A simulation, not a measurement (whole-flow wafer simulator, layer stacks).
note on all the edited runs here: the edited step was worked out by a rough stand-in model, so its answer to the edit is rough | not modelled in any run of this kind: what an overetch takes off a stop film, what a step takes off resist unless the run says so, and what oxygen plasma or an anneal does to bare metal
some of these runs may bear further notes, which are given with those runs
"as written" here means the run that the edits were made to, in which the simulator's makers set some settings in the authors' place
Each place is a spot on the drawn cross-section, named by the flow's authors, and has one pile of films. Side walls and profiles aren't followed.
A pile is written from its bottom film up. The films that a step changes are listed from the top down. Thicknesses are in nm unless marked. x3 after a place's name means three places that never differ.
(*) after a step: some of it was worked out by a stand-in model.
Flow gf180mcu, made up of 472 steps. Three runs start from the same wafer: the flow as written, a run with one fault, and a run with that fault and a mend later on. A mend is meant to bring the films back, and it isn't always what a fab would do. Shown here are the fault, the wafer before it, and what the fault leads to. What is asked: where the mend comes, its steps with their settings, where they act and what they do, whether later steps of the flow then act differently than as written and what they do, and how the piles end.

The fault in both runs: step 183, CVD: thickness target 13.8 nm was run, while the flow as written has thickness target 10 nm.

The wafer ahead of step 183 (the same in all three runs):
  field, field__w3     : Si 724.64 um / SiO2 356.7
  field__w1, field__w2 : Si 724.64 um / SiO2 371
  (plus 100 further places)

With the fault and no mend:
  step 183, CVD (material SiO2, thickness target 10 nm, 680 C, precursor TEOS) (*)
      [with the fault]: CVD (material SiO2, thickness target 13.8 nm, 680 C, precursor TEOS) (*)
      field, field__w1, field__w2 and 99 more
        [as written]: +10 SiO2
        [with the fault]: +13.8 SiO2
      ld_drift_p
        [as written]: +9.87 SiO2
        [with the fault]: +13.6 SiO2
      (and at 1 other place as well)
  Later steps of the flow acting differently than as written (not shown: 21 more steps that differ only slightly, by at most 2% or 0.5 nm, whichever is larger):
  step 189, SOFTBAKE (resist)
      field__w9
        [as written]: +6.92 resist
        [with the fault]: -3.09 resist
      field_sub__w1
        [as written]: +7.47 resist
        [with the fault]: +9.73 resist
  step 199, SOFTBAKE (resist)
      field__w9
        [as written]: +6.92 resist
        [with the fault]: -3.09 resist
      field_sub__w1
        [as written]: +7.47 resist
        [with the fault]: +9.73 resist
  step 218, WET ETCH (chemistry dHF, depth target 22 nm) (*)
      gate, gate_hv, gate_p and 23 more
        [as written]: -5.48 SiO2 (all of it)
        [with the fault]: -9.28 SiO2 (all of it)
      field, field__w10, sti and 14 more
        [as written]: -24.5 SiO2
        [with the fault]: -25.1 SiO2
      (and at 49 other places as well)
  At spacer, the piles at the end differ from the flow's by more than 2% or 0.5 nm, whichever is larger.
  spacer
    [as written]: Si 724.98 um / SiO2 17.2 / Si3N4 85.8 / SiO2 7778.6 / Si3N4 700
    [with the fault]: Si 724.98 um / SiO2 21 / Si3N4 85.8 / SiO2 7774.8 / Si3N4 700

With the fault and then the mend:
  After step 183 comes the mend.
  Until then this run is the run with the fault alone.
  step 183a, WET ETCH (chemistry dHF, depth target 3.8 nm, 25 C, dilution 100:1) (the flow's step 17 again, with other settings)
      field, field__w1, field__w2 and 101 more
        -3.8 SiO2
  Later steps of the flow that are run all act as written at every place that is followed, up to a difference of at most 2% or 0.5 nm, whichever is larger.
  The piles end only slightly different from the flow's at the places that both follow, by no more than 2% or 0.5 nm, whichever is larger.
